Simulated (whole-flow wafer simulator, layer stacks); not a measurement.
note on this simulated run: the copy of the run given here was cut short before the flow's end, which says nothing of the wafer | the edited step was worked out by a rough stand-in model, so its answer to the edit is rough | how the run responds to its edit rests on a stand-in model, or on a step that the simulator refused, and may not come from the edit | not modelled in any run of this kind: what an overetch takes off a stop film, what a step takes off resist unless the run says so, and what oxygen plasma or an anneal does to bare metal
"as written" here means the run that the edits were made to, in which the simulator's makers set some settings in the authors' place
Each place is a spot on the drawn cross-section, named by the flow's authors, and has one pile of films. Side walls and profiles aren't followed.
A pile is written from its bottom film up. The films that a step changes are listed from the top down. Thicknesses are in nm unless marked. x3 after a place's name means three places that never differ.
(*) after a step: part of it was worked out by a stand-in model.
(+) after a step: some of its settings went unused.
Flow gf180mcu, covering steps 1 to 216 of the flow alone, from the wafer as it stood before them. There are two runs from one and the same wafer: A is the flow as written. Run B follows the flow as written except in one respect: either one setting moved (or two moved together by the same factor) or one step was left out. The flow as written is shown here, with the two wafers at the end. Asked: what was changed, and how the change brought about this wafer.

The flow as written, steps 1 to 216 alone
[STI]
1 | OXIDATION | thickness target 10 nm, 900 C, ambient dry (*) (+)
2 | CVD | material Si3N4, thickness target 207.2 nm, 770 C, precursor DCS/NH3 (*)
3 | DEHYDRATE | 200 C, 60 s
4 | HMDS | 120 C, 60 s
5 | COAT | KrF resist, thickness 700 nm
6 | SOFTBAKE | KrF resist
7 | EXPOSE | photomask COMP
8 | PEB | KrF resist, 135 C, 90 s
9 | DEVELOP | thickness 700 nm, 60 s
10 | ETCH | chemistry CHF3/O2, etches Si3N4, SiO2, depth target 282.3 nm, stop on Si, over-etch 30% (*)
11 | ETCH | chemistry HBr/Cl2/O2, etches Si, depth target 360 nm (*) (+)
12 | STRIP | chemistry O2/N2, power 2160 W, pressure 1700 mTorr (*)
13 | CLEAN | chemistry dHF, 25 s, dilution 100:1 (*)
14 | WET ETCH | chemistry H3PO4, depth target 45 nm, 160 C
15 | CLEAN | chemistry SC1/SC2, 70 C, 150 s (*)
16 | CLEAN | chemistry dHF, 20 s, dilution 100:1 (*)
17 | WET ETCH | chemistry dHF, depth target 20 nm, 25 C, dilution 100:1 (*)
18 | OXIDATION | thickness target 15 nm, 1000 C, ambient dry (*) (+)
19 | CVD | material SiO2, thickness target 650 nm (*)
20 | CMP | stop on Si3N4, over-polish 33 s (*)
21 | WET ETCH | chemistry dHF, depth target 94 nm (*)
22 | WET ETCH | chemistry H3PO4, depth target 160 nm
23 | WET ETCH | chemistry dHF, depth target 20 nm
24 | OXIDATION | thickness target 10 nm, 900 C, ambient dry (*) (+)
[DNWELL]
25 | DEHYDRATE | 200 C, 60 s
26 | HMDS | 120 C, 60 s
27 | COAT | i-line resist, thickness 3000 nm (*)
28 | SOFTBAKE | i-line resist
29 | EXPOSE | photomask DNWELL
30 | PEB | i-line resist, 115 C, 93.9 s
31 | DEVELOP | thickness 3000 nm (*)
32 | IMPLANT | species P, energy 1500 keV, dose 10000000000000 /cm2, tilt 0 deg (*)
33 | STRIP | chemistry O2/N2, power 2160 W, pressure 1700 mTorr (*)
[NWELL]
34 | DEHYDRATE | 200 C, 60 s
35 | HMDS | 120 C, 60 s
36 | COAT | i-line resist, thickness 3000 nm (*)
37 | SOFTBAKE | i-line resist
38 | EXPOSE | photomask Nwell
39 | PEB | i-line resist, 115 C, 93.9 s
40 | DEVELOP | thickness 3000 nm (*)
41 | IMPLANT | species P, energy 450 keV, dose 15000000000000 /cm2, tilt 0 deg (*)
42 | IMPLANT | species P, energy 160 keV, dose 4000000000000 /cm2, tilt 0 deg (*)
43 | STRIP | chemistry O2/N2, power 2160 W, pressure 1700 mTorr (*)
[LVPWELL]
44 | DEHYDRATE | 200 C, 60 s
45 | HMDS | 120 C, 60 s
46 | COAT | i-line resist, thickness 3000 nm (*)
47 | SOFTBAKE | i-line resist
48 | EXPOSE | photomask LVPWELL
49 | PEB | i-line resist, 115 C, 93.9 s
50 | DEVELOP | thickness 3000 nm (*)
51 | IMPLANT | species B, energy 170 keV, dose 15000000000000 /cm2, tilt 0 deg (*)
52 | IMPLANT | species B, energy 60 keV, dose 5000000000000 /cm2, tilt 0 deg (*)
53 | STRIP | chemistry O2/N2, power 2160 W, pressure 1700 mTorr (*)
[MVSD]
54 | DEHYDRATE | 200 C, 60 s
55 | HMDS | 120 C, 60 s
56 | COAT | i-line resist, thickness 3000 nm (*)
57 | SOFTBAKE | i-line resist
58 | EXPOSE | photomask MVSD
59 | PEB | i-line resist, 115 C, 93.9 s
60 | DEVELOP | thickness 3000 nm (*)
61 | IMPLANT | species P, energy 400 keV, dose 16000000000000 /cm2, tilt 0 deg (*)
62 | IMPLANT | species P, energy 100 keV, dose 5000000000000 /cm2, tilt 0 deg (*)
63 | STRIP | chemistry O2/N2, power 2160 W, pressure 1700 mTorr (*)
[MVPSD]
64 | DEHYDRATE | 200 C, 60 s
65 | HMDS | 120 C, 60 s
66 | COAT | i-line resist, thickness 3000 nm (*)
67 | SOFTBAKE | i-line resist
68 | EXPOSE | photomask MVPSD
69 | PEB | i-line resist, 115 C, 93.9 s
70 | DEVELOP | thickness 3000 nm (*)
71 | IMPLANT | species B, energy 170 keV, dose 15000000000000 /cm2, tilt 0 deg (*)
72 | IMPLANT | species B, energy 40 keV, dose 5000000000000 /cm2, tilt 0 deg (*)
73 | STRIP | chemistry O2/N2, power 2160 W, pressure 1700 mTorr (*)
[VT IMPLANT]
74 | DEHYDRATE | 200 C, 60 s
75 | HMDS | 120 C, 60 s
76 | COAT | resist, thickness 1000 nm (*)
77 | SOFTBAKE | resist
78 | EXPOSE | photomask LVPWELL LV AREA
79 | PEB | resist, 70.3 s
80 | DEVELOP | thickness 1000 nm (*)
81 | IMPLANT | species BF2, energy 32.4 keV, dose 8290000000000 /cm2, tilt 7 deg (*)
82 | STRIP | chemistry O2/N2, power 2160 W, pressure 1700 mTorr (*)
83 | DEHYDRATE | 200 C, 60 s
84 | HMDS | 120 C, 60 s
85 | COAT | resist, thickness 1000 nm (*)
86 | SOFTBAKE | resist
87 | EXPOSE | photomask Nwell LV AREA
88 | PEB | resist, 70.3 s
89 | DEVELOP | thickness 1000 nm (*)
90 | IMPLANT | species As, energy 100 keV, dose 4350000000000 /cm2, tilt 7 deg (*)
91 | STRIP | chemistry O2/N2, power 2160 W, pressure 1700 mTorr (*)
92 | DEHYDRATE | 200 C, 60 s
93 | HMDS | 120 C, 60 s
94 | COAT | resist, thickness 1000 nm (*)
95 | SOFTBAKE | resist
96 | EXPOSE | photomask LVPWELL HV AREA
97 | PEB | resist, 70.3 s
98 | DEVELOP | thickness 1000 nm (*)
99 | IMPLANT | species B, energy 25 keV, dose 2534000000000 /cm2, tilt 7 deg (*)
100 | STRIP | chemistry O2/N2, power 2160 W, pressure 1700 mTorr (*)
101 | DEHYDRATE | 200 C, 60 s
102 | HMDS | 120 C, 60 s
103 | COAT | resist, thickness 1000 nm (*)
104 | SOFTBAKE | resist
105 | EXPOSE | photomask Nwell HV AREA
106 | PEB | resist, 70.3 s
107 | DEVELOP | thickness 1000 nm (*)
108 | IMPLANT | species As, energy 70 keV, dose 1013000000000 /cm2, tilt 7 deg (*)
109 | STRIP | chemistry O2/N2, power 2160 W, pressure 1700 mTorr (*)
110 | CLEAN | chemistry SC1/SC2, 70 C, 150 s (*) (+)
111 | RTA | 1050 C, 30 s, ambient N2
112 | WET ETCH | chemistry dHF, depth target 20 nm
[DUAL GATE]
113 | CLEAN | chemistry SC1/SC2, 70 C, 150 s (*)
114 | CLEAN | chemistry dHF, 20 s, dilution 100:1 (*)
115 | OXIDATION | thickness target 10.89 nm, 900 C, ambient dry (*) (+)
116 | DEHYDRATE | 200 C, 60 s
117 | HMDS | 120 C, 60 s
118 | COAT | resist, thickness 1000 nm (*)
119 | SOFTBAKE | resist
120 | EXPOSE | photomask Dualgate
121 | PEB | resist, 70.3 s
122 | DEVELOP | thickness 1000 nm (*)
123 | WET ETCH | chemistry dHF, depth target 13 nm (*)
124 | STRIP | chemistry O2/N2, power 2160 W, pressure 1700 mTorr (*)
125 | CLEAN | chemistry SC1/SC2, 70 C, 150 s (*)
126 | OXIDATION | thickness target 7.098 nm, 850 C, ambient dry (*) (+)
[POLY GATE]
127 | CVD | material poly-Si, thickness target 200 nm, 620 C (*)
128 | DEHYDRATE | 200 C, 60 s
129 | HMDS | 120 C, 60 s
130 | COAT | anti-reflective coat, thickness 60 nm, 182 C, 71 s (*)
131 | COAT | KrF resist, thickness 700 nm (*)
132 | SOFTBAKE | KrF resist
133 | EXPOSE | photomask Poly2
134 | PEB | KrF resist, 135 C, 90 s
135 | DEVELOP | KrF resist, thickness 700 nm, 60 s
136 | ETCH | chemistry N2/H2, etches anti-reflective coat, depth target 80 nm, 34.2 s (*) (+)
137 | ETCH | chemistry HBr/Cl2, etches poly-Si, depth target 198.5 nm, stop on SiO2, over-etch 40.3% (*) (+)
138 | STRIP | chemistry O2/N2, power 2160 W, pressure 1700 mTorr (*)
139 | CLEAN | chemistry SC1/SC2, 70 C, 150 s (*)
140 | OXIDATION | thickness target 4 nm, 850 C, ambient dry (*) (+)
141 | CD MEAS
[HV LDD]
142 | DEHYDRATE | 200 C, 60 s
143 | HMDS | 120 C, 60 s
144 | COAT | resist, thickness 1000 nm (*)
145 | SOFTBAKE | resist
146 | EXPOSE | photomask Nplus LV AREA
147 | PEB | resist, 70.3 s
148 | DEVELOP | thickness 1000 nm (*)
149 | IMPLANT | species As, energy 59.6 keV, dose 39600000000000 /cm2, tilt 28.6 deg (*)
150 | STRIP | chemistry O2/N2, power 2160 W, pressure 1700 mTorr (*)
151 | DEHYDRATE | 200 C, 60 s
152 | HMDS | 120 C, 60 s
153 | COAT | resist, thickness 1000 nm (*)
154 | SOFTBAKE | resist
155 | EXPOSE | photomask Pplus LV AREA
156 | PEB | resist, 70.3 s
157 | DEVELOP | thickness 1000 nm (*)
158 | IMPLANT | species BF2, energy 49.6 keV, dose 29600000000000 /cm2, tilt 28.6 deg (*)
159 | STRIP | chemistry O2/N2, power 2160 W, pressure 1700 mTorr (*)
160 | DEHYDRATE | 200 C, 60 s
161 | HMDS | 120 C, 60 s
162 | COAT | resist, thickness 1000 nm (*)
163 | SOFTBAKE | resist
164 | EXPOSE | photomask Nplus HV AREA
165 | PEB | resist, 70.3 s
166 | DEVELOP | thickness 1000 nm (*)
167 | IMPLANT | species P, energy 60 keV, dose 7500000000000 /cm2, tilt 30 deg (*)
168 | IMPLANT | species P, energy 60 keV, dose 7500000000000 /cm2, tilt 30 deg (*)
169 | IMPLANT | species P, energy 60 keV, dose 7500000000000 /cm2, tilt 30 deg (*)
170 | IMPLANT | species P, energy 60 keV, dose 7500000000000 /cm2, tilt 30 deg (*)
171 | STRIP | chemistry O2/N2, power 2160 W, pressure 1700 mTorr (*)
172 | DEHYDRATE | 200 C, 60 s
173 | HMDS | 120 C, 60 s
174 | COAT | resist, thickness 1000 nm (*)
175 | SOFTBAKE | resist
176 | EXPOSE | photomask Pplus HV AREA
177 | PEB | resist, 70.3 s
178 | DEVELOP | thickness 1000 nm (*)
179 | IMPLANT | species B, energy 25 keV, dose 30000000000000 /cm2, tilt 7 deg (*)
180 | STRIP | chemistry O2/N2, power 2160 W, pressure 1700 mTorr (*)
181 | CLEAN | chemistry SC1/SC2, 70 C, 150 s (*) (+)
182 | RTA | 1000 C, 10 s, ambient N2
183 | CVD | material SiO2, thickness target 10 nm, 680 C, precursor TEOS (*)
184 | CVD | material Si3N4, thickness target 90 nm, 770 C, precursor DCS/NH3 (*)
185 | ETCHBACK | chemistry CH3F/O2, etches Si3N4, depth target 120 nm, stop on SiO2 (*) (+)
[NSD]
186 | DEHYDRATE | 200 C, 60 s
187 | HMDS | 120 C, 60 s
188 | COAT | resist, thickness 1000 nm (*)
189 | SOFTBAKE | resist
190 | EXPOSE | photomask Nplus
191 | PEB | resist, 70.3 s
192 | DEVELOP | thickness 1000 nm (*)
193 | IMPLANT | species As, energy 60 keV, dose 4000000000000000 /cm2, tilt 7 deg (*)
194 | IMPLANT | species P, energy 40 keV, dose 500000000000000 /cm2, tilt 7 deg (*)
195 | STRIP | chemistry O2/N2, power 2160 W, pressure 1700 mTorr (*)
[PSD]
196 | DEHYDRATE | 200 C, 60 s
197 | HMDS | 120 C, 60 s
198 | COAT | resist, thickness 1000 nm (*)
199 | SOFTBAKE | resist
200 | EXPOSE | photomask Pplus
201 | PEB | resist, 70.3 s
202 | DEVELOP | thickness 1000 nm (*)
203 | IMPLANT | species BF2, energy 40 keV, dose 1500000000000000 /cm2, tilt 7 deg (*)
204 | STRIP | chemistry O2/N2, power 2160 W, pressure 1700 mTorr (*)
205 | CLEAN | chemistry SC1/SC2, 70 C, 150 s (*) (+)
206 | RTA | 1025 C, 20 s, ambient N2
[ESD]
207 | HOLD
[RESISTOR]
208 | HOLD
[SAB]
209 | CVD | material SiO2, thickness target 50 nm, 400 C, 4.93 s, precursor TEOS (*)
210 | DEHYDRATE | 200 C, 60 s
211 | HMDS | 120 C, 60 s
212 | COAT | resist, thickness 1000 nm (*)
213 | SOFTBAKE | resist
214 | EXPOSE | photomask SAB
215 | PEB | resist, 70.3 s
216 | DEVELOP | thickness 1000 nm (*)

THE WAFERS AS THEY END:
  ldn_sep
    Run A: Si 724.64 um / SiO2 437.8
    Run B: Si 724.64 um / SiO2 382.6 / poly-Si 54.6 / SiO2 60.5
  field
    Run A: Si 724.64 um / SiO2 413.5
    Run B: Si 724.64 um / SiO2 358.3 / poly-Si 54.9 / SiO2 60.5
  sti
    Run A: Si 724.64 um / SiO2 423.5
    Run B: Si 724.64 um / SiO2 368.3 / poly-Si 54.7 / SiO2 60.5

What caused this: step 137, ETCH: depth target 101.2 nm was run, whereas the flow has depth target 198.5 nm.

How this came from the change, step by step:
  137 | ETCH | chemistry HBr/Cl2, etches poly-Si, depth target 198.5 nm, stop on SiO2, over-etch 40.3% (*) (+)
      field__w3, field__w12, field_sub and 14 more: A poly-Si loses 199 (all of it), SiO2 loses 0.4 | B poly-Si loses 142
      field__w6, sti, m1 and 11 more: A poly-Si loses 198.8 (all of it), SiO2 loses 0.4 | B poly-Si loses 142
      (and at 61 other places as well)
  138 | STRIP | chemistry O2/N2, power 2160 W, pressure 1700 mTorr (*)
      field, field__w1, field__w2 and 61 more: A nothing | B chemical SiO2 gains 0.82 (new film), poly-Si loses 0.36
      gate: A chemical SiO2 gains 0.68 (new film), KrF resist loses 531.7 (all of it), anti-reflective coat loses 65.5 (all of it), poly-Si loses 0.3 | B chemical SiO2 gains 0.67 (new film), KrF resist loses 577.2 (all of it), anti-reflective coat loses 65.5 (all of it), poly-Si loses 0.3
      (and at 27 other places as well)
  139 | CLEAN | chemistry SC1/SC2, 70 C, 150 s (*)
      field, field__w1, field__w2 and 34 more: A SiO2 loses 0.68 | B chemical SiO2 loses 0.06, poly-Si loses 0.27
  140 | OXIDATION | thickness target 4 nm, 850 C, ambient dry (*) (+)
      field, field__w1, field__w2 and 21 more: A SiO2 gains 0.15, Si loses 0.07 | B SiO2 gains 4 (new film), chemical SiO2 loses 0.76 (all of it), poly-Si loses 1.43
      active_hv, active_nat, ld_sd_n and 11 more: A SiO2 gains 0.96, Si loses 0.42 | B SiO2 gains 4 (new film), chemical SiO2 loses 0.76 (all of it), poly-Si loses 1.43
      (and at 26 other places as well)
  144 | COAT | resist, thickness 1000 nm (*)
      polyc_n, polyc_p: A resist gains 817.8 (new film) | B resist gains 868.5 (new film)
      gate: A resist gains 837.3 (new film) | B resist gains 887.4 (new film)
      (and at 25 other places as well)
  145 | SOFTBAKE | resist
      nw_enc_fld_lv__w3: A resist gains 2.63 | B resist loses 0.32
      field__w1: A resist gains 4.19 | B resist gains 2.73
      (and at 64 other places as well)
  147 | PEB | resist, 70.3 s
      ld_body_p_dnw, ldn_ch, ldn_acc, ldp_ch, ldp_acc: A resist loses 13 | B resist loses 13.9
      polyc_n, polyc_n_rim, polyc_p, polyc_p_rim: A resist loses 12.2 | B resist loses 13.2
      (and at 21 other places as well)
  148 | DEVELOP | thickness 1000 nm (*)
      gate: A resist loses 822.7 (all of it) | B resist loses 872.7 (all of it)
      npoly_u: A resist loses 821.5 (all of it) | B resist loses 869.7 (all of it)
      (and at 3 other places as well)
  150 | STRIP | chemistry O2/N2, power 2160 W, pressure 1700 mTorr (*)
      gate_hv: A resist loses 824.2 (all of it) | B resist loses 871.1 (all of it)
      gate_p: A resist loses 828.7 (all of it) | B resist loses 876.9 (all of it)
      (and at 21 other places as well)
  153 | COAT | resist, thickness 1000 nm (*)
      polyc_n, polyc_p: A resist gains 817.8 (new film) | B resist gains 868.5 (new film)
      gate: A resist gains 837.3 (new film) | B resist gains 887.4 (new film)
      (and at 25 other places as well)
  154 | SOFTBAKE | resist
      nw_enc_fld_lv__w3: A resist gains 2.63 | B resist loses 0.32
      field__w1: A resist gains 4.19 | B resist gains 2.73
      (and at 64 other places as well)
  156 | PEB | resist, 70.3 s
      ld_body_p_dnw, ldn_ch, ldn_acc, ldp_ch, ldp_acc: A resist loses 13 | B resist loses 13.9
      polyc_n, polyc_n_rim, polyc_p, polyc_p_rim: A resist loses 12.2 | B resist loses 13.2
      (and at 21 other places as well)
  157 | DEVELOP | thickness 1000 nm (*)
      gate_p: A resist loses 828.7 (all of it) | B resist loses 877 (all of it)
      ppoly_u: A resist loses 827 (all of it) | B resist loses 873.5 (all of it)
      (and at 3 other places as well)
  159 | STRIP | chemistry O2/N2, power 2160 W, pressure 1700 mTorr (*)
      gate: A resist loses 822.7 (all of it) | B resist loses 872.7 (all of it)
      gate_hv: A resist loses 824.2 (all of it) | B resist loses 871.1 (all of it)
      (and at 21 other places as well)
  162 | COAT | resist, thickness 1000 nm (*)
      polyc_n, polyc_p: A resist gains 817.8 (new film) | B resist gains 868.5 (new film)
      gate: A resist gains 837.3 (new film) | B resist gains 887.4 (new film)
      (and at 25 other places as well)
  163 | SOFTBAKE | resist
      nw_enc_fld_lv__w3: A resist gains 2.63 | B resist loses 0.32
      field__w1: A resist gains 4.19 | B resist gains 2.73
      (and at 64 other places as well)
  ... 22 further steps ...
  216 | DEVELOP | thickness 1000 nm (*)
      field_sub__w4: A resist loses 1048 (all of it) | B resist loses 1024.6 (all of it)
      gate: A resist loses 834.3 (all of it) | B resist loses 880.3 (all of it)
      (and at 28 other places as well)
